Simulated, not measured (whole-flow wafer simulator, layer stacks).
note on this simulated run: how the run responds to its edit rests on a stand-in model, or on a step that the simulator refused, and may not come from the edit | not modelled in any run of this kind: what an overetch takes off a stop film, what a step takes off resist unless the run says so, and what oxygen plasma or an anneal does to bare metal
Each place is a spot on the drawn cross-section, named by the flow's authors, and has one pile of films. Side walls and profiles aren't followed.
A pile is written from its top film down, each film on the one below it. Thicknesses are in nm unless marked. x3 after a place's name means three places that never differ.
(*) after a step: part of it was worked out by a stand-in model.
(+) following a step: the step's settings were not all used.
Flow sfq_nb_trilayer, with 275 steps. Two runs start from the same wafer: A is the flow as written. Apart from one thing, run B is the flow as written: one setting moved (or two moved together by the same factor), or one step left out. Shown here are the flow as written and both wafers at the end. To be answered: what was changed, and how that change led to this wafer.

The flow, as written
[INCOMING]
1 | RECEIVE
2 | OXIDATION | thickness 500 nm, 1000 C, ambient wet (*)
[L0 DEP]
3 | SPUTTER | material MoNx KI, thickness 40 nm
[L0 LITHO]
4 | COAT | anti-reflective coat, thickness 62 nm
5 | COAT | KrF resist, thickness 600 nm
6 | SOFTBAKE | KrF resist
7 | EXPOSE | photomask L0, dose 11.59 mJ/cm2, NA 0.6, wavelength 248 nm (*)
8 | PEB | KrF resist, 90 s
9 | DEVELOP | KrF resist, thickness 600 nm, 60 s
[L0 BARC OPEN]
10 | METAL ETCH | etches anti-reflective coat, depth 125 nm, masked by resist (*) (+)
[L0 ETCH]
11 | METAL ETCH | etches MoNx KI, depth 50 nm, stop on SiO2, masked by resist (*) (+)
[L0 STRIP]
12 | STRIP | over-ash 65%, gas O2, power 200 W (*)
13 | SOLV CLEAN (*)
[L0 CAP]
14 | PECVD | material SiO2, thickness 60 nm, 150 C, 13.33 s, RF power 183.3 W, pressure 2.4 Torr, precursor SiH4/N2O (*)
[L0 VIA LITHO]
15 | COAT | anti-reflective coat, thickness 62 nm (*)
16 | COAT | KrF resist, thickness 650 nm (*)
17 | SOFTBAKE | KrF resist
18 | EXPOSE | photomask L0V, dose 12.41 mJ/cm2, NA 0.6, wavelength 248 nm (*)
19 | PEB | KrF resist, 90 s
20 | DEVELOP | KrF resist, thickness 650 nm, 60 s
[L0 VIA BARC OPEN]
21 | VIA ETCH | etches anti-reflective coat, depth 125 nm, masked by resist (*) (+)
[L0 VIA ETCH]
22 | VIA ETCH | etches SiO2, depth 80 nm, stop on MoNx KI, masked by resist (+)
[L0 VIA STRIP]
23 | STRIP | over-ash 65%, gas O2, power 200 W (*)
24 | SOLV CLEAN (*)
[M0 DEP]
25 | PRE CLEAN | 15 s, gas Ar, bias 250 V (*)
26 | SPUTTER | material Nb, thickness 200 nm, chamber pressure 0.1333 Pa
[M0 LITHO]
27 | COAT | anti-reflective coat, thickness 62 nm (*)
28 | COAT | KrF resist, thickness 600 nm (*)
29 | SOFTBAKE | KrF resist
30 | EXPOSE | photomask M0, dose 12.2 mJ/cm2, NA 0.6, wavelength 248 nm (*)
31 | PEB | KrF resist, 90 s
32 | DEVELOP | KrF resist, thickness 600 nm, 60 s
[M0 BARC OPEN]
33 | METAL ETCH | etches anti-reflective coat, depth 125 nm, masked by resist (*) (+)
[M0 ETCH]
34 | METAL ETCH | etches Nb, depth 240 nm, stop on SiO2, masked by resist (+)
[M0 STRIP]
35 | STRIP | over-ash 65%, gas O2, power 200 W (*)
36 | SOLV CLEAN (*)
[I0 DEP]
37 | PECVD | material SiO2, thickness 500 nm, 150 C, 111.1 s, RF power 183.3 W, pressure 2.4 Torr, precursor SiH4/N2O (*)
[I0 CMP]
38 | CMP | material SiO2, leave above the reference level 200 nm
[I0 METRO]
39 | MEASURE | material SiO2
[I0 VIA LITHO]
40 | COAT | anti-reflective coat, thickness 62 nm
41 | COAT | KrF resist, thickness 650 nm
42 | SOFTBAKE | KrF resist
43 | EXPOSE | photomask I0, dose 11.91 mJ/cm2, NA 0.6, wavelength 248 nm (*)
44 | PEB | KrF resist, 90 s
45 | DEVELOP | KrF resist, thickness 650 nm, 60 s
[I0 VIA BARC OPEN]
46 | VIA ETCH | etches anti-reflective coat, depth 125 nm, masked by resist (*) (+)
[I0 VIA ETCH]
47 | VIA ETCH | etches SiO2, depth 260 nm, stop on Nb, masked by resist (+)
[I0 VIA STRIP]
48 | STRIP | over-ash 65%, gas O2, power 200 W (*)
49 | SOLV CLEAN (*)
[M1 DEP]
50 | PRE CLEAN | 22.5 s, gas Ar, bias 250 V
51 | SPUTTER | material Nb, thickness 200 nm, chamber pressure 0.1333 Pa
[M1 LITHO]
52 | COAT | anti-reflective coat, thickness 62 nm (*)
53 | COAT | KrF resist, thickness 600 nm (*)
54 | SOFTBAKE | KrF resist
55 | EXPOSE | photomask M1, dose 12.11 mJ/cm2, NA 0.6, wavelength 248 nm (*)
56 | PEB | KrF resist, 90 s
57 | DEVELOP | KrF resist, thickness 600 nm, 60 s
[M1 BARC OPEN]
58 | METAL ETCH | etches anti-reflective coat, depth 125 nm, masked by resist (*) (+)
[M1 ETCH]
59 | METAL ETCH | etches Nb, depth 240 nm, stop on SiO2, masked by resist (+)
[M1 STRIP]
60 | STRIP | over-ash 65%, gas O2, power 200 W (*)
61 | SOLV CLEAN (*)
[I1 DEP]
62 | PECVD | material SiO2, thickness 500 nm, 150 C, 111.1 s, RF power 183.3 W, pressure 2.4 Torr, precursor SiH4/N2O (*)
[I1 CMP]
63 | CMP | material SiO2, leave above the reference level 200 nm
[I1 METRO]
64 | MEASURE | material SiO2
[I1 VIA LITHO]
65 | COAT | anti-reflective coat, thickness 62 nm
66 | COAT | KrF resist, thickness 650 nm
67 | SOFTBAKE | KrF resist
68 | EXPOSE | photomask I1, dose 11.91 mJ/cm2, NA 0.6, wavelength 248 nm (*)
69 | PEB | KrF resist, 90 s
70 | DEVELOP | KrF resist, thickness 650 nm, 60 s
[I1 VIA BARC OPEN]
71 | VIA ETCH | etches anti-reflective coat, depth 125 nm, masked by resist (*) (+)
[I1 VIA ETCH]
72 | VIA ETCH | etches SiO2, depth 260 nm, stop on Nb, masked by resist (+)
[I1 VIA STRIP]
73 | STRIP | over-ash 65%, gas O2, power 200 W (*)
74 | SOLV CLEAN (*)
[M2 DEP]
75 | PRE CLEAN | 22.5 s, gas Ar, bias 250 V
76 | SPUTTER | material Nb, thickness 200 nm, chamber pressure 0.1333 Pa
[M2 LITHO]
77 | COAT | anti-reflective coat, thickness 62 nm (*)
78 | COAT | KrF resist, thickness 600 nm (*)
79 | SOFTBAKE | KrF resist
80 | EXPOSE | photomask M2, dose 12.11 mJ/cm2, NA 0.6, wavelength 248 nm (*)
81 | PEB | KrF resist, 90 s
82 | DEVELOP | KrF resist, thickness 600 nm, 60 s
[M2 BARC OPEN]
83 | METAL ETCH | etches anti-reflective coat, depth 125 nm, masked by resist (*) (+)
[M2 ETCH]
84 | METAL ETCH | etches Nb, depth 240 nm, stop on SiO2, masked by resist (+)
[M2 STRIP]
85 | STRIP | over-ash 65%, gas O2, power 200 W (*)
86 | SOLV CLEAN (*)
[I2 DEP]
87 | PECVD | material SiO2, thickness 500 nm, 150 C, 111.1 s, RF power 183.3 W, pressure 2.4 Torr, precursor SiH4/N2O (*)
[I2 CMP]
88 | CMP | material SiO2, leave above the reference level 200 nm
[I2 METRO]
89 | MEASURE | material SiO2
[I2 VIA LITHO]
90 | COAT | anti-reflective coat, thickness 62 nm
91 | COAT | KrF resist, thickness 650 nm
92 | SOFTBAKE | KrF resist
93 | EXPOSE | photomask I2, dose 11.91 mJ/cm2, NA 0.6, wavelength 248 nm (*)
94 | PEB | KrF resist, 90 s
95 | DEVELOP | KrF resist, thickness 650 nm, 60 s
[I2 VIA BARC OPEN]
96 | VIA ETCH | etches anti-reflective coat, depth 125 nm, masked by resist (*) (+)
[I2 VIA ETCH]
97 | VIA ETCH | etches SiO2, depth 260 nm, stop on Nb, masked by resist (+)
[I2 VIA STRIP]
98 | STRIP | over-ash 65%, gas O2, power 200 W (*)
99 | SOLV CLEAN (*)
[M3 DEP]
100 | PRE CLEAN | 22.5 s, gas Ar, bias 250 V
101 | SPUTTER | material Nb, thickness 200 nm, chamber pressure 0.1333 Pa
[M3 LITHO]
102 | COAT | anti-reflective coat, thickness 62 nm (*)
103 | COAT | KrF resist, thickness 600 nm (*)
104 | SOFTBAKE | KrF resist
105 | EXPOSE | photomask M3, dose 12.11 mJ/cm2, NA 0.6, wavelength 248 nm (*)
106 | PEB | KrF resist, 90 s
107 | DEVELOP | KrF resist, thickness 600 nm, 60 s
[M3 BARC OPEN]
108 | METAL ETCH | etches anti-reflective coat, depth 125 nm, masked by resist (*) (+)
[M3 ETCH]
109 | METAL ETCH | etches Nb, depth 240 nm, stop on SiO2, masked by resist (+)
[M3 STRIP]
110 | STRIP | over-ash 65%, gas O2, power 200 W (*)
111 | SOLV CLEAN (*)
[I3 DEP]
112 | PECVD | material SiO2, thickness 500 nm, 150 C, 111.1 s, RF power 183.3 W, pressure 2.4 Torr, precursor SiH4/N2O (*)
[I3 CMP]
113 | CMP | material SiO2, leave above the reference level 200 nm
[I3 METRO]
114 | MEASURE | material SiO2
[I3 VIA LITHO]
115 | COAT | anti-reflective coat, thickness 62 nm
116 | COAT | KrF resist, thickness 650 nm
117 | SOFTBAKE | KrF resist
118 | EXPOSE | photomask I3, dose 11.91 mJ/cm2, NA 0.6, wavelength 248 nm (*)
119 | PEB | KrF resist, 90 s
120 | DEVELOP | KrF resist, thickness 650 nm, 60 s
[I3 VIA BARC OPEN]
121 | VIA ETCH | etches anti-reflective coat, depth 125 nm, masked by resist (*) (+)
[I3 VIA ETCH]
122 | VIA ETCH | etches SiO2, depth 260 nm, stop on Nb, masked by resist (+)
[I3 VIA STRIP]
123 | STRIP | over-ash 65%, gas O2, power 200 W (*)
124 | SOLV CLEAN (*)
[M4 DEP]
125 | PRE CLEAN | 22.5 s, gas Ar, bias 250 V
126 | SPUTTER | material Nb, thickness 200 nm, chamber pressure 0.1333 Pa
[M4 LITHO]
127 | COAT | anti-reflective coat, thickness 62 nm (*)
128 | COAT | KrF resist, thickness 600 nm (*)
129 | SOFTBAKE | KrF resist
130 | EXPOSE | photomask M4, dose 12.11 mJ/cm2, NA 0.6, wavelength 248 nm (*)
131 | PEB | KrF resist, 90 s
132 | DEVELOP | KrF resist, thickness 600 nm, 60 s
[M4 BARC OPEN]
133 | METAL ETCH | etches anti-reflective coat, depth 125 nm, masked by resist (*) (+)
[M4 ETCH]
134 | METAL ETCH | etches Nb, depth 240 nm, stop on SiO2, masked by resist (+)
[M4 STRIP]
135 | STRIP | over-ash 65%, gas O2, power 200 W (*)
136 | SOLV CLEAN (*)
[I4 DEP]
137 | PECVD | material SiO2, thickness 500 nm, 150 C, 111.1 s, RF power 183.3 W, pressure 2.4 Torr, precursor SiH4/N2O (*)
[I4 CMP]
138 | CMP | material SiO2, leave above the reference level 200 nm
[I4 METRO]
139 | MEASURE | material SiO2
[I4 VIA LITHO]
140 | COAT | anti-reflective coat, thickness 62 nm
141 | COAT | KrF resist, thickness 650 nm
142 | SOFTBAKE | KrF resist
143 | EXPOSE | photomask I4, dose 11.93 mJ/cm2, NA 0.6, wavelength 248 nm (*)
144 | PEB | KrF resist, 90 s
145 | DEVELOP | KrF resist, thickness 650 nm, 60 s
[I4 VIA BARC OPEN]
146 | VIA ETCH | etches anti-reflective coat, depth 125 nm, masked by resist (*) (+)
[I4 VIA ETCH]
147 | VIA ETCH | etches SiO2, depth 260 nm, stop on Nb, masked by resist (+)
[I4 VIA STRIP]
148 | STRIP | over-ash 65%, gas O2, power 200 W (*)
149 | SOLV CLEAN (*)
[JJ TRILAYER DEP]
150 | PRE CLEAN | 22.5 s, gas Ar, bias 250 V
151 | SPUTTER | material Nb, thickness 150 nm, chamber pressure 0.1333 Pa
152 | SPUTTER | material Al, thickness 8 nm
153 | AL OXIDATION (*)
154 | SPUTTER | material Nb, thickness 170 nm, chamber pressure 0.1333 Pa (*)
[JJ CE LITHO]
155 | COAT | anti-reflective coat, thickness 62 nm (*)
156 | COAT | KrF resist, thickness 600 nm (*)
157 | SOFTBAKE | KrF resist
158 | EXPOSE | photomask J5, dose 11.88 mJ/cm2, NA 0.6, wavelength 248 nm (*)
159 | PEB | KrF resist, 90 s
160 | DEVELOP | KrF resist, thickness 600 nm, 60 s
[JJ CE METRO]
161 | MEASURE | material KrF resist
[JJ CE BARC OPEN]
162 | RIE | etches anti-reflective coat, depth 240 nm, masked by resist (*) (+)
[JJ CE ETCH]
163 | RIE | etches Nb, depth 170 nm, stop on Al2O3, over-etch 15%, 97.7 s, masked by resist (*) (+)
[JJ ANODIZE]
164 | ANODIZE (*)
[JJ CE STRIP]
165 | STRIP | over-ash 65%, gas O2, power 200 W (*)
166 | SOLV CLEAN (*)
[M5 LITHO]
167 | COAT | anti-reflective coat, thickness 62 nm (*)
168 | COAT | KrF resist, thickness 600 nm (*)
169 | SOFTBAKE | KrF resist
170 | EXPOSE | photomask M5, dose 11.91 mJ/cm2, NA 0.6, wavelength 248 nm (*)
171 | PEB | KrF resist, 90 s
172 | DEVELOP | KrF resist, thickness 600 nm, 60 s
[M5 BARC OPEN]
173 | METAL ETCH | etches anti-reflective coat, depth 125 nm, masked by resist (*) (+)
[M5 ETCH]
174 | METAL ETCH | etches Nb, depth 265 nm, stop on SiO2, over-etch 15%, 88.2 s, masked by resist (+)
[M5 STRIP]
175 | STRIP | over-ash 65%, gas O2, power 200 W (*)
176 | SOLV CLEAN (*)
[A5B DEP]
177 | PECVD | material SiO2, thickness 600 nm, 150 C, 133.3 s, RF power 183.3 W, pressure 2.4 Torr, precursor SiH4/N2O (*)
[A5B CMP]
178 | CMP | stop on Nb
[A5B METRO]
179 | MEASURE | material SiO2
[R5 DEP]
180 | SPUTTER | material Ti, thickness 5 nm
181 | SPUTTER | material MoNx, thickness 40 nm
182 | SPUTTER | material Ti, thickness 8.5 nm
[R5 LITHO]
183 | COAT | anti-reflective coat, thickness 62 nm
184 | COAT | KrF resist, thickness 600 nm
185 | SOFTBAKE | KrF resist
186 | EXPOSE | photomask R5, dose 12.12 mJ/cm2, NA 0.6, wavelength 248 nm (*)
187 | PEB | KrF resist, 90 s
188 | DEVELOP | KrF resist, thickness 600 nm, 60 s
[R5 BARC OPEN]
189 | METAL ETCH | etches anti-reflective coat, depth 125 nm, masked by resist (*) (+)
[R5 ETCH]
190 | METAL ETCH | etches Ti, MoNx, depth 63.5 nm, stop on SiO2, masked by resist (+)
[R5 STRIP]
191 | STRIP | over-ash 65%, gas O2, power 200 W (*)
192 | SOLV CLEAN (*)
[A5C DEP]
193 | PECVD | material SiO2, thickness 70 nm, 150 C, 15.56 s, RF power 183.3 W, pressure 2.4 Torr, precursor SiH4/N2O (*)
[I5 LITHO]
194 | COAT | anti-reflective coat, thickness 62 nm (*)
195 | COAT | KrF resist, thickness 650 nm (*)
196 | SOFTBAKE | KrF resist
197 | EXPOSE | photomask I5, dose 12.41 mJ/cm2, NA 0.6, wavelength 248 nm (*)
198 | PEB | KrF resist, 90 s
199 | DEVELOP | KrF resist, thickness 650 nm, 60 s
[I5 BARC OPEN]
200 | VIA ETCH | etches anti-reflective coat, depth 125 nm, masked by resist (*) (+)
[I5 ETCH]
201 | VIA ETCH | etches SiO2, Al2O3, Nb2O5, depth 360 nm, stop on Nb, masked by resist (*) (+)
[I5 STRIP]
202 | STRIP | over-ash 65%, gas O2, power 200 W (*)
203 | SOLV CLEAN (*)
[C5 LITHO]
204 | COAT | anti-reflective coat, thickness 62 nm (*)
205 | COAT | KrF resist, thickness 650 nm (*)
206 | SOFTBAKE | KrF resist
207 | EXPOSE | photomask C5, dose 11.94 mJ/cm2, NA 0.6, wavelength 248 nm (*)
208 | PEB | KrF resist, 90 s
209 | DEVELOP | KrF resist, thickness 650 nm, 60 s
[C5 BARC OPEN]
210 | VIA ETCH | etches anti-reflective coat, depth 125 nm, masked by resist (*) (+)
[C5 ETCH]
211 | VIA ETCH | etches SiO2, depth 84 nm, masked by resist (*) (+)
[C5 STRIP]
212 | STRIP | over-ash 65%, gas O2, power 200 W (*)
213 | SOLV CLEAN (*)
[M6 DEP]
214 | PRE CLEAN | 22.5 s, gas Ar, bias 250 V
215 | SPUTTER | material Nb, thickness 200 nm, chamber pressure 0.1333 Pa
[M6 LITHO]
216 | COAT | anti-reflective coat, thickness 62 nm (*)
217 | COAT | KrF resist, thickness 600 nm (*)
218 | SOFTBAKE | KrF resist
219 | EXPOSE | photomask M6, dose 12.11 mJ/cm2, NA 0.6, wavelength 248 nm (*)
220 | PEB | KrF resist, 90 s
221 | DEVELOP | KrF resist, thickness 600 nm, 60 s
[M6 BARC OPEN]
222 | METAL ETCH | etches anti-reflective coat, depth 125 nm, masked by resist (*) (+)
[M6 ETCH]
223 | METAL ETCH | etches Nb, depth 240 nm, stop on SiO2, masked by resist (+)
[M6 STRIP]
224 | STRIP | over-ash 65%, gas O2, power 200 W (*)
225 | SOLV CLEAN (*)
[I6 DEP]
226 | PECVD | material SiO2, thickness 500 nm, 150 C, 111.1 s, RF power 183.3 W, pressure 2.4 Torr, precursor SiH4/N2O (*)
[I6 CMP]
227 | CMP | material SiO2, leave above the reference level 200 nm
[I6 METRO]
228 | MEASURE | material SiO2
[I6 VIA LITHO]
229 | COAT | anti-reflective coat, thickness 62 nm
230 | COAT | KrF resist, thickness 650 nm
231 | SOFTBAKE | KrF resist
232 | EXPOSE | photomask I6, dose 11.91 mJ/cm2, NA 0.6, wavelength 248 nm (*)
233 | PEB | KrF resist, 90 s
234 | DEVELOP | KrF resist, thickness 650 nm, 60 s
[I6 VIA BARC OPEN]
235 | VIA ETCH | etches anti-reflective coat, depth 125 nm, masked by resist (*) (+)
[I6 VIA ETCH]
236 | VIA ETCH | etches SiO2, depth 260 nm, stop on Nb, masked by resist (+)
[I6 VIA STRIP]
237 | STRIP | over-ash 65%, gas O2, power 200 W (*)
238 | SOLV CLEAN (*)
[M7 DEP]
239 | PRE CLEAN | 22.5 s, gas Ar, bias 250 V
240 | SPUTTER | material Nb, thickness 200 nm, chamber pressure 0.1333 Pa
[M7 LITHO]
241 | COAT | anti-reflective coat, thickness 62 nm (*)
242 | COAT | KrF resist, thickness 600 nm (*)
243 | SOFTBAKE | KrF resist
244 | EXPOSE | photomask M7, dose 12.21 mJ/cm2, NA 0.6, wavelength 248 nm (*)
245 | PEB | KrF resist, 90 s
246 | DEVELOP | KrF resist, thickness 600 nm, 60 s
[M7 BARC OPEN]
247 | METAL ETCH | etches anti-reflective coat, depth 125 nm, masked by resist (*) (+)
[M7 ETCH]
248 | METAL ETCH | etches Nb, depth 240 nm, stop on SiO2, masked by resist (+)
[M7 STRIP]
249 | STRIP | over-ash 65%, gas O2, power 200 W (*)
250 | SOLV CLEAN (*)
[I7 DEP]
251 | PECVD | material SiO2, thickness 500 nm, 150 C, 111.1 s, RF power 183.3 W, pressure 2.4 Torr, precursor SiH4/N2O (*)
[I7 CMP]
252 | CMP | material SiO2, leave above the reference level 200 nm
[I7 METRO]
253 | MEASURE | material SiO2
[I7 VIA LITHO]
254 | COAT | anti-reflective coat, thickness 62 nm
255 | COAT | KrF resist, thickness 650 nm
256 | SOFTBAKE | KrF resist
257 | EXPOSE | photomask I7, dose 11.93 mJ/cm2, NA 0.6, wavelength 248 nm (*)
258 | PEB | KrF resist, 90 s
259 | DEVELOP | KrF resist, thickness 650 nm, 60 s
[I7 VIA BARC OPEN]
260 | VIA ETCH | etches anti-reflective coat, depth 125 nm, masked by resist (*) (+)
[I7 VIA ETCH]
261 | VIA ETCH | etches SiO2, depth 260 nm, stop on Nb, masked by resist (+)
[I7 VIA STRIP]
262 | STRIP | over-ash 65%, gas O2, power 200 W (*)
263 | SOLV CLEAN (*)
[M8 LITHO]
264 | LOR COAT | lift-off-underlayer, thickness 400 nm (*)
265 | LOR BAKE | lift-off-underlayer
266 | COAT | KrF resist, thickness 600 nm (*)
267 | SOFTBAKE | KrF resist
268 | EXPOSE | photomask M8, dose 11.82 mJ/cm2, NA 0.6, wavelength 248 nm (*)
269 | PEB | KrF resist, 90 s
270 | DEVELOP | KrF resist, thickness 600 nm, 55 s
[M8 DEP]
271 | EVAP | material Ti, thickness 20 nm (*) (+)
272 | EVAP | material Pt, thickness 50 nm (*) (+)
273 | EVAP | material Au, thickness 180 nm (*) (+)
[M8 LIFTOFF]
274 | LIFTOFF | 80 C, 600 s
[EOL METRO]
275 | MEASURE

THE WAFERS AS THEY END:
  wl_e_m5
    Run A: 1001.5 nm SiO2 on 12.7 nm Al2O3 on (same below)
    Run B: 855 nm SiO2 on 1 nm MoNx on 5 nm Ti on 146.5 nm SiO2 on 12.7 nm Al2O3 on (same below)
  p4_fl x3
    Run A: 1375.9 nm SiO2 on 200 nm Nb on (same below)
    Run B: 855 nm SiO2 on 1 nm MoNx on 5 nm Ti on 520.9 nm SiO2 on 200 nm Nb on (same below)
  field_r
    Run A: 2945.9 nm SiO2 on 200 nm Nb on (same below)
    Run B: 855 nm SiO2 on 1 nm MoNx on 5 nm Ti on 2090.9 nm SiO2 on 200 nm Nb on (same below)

Cause: step 181, SPUTTER: thickness 56 nm was run, while the flow as written has thickness 40 nm.

Step by step, how the change led to this:
  181 | SPUTTER | material MoNx, thickness 40 nm
      field_l, v_sur, via_wl and 103 more: A +40 MoNx (new film) | B +56 MoNx (new film)
  190 | METAL ETCH | etches Ti, MoNx, depth 63.5 nm, stop on SiO2, masked by resist (+)
      field_l, v_sur, via_wl and 92 more: A -8.5 Ti (all of it), -40 MoNx (all of it), -5 Ti (all of it) | B -8.5 Ti (all of it), -55 MoNx
      ce_l, c5j, ce_r, wl_jj: A -8.5 Ti (all of it), -40 MoNx (all of it), -5 Ti (all of it), -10 Nb | B -8.5 Ti (all of it), -55 MoNx
  193 | PECVD | material SiO2, thickness 70 nm, 150 C, 15.56 s, RF power 183.3 W, pressure 2.4 Torr, precursor SiH4/N2O (*)
      field_l, v_sur, via_wl and 92 more: A +70 SiO2 | B +70 SiO2 (new film)
  194 | COAT | anti-reflective coat, thickness 62 nm (*)
      wl_j_sl, wl_j_sr: A +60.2 anti-reflective coat (new film) | B +62 anti-reflective coat (new film)
      r5r_spacepad_l, r5r_spacepad_r: A +84.4 anti-reflective coat (new film) | B +88.7 anti-reflective coat (new film)
      (and at 12 other places as well)
  201 | VIA ETCH | etches SiO2, Al2O3, Nb2O5, depth 360 nm, stop on Nb, masked by resist (*) (+)
      be: A -216.4 SiO2 (all of it), -12.7 Al2O3 (all of it), -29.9 Nb2O5 (all of it) | B -69.8 SiO2 (all of it), -1 MoNx (all of it), -5 Ti (all of it), -146.5 SiO2 (all of it), -12.7 Al2O3 (all of it), -29.9 Nb2O5 (all of it)
  202 | STRIP | over-ash 65%, gas O2, power 200 W (*)
      wl_j_sl, wl_j_sr: A -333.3 KrF resist (all of it), -60.2 anti-reflective coat (all of it) | B -333 KrF resist (all of it), -62 anti-reflective coat (all of it)
      r5r_spacepad_l, r5r_spacepad_r: A -335.6 KrF resist (all of it), -84.4 anti-reflective coat (all of it) | B -335.9 KrF resist (all of it), -88.7 anti-reflective coat (all of it)
      (and at 12 other places as well)
  204 | COAT | anti-reflective coat, thickness 62 nm (*)
      wl_j_sl, wl_j_sr: A +60.2 anti-reflective coat (new film) | B +62 anti-reflective coat (new film)
      r5r_spacepad_l, r5r_spacepad_r: A +84.4 anti-reflective coat (new film) | B +88.7 anti-reflective coat (new film)
      (and at 12 other places as well)
  210 | VIA ETCH | etches anti-reflective coat, depth 125 nm, masked by resist (*) (+)
      c5j: A -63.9 anti-reflective coat (all of it), -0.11 SiO2 | B -61.2 anti-reflective coat (all of it), -0.11 SiO2
  211 | VIA ETCH | etches SiO2, depth 84 nm, masked by resist (*) (+)
      c5j: A -69.9 SiO2 (all of it), -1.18 Nb | B -69.9 SiO2 (all of it)
  212 | STRIP | over-ash 65%, gas O2, power 200 W (*)
      wl_j_sl, wl_j_sr: A -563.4 KrF resist (all of it), -60.2 anti-reflective coat (all of it) | B -564 KrF resist (all of it), -62 anti-reflective coat (all of it)
      r5r_spacepad_l, r5r_spacepad_r: A -565.8 KrF resist (all of it), -84.4 anti-reflective coat (all of it) | B -566.9 KrF resist (all of it), -88.7 anti-reflective coat (all of it)
      (and at 11 other places as well)
  214 | PRE CLEAN | 22.5 s, gas Ar, bias 250 V
      c5j: A -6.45 Nb | B -1 MoNx (all of it), -5 Ti (all of it)
  216 | COAT | anti-reflective coat, thickness 62 nm (*)
      r5r_line_l, r5r_line_c, r5r_line_r: A +50 anti-reflective coat (new film) | B +48.6 anti-reflective coat (new film)
      wl_j_sl, wl_j_sr: A +60.2 anti-reflective coat (new film) | B +62 anti-reflective coat (new film)
      (and at 12 other places as well)
  222 | METAL ETCH | etches anti-reflective coat, depth 125 nm, masked by resist (*) (+)
      r5r_line_l, r5r_line_c, r5r_line_r: A -50 anti-reflective coat (all of it) | B -48.6 anti-reflective coat (all of it)
      r5r_spacepad_l, r5r_spacepad_r: A -85.7 anti-reflective coat (all of it) | B -90.7 anti-reflective coat (all of it)
      (and at 1 other place as well)
  224 | STRIP | over-ash 65%, gas O2, power 200 W (*)
      wl_j_sl, wl_j_sr: A -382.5 KrF resist (all of it), -60.2 anti-reflective coat (all of it) | B -382.4 KrF resist (all of it), -62 anti-reflective coat (all of it)
      jj_sur: A -378.5 KrF resist (all of it), -56.1 anti-reflective coat (all of it) | B -378.6 KrF resist (all of it), -58.6 anti-reflective coat (all of it)
      (and at 8 other places as well)
  227 | CMP | material SiO2, leave above the reference level 200 nm
      r5r_line_l, r5r_spacepad_l, r5r_spacepad_r, r5r_line_c, r5r_line_r: A -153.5 SiO2 | B -163.5 SiO2
      ce_l, ce_r, wl_jj: A -290 SiO2 | B -300 SiO2
      (and at 5 other places as well)
With metal films that touch counted as one body, wl_e_m5 has 7 bodies (between them, from the top down: SiO2 146.5 / Al2O3 12.7 / Nb2O5 29.9; SiO2 192.5; SiO2 192.5; SiO2 192.5; SiO2 192.5; SiO2 192.5); the flow as written gives 6 bodies (between them, from the top down: SiO2 192.5; SiO2 192.5; SiO2 192.5; SiO2 192.5; SiO2 192.5).
With metal films that touch counted as one body, p4_fl x3 has 3 bodies (between them, from the top down: SiO2 520.9; SiO2 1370); the flow as written gives 2 bodies (between them, from the top down: SiO2 1370).
With metal films that touch counted as one body, field_r has 2 bodies (between them, from the top down: SiO2 2090.9); the flow as written gives 1 body.
